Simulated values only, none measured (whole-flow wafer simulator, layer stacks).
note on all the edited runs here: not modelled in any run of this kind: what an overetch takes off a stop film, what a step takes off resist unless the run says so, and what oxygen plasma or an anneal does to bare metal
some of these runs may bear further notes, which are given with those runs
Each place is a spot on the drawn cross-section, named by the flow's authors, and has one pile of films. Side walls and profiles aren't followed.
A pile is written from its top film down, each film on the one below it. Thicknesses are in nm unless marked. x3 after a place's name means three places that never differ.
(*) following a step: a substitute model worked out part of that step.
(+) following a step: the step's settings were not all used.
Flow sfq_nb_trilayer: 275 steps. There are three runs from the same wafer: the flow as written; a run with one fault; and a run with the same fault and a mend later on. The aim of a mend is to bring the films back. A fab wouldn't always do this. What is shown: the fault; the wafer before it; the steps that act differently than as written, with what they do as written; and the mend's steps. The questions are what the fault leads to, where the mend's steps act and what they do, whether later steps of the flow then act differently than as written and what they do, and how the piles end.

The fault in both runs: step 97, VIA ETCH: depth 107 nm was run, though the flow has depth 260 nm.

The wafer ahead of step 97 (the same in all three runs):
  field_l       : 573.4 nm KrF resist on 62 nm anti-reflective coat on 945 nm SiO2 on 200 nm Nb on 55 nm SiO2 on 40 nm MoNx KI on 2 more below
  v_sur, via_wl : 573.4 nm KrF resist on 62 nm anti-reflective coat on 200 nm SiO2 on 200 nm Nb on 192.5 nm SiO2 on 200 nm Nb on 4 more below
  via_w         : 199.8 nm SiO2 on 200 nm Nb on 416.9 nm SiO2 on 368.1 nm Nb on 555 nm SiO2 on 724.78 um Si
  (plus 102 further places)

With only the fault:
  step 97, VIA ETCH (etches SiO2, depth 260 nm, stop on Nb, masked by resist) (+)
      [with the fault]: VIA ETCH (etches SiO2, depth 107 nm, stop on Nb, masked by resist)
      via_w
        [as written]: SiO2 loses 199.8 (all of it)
        [with the fault]: SiO2 loses 107
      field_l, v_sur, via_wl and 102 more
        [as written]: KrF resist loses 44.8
        [with the fault]: KrF resist loses 18.4
  Steps later in the flow that act otherwise than as written (4 other steps are not shown; they differ only slightly, by no more than 2% or 0.5 nm, whichever is larger):
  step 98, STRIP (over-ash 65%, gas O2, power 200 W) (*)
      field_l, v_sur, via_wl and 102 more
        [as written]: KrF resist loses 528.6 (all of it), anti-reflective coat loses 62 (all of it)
        [with the fault]: KrF resist loses 555 (all of it), anti-reflective coat loses 62 (all of it)
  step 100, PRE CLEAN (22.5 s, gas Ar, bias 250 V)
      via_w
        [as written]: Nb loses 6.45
        [with the fault]: SiO2 loses 7.5
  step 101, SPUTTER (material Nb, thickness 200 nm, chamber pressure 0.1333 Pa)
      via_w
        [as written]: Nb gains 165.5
        [with the fault]: Nb gains 185.9 (new film)
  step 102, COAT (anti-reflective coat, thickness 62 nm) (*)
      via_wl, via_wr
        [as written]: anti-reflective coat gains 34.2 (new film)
        [with the fault]: anti-reflective coat gains 31.9 (new film)
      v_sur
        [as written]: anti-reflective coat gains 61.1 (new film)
        [with the fault]: anti-reflective coat gains 56.7 (new film)
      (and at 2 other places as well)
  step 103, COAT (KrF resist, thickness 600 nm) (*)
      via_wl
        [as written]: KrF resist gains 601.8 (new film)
        [with the fault]: KrF resist gains 614.9 (new film)
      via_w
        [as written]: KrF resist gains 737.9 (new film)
        [with the fault]: KrF resist gains 656 (new film)
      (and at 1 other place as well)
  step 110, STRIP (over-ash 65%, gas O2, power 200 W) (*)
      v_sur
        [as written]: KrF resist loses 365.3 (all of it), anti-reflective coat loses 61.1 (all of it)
        [with the fault]: KrF resist loses 376.6 (all of it), anti-reflective coat loses 56.7 (all of it)
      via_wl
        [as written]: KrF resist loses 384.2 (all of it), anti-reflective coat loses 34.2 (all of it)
        [with the fault]: KrF resist loses 397.3 (all of it), anti-reflective coat loses 31.9 (all of it)
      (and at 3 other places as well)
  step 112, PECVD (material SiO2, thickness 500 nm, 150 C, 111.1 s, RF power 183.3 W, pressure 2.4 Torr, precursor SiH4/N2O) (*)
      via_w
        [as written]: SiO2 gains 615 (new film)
        [with the fault]: SiO2 gains 500 (new film)
  At via_w, the piles at the end differ from the flow's by more than 2% or 0.5 nm, whichever is larger.
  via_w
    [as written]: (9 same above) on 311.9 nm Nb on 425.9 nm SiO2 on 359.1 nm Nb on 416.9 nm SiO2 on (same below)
    [with the fault]: (9 same above) on 311.9 nm Nb on 313.7 nm SiO2 on 185.9 nm Nb on 85.3 nm SiO2 on 200 nm Nb on 416.9 nm SiO2 on (same below)

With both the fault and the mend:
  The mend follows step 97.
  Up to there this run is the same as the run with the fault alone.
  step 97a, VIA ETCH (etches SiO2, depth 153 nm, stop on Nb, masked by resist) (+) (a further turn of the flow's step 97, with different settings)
      field_l, v_sur, via_wl and 102 more
        KrF resist loses 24
      via_w
        SiO2 loses 92.8 (all of it)
  Every later step of the flow that is run acts as written, at every place that is followed, to within 2% or 0.5 nm, whichever is larger.
  At every place that both follow, the piles at the end match the flow's.
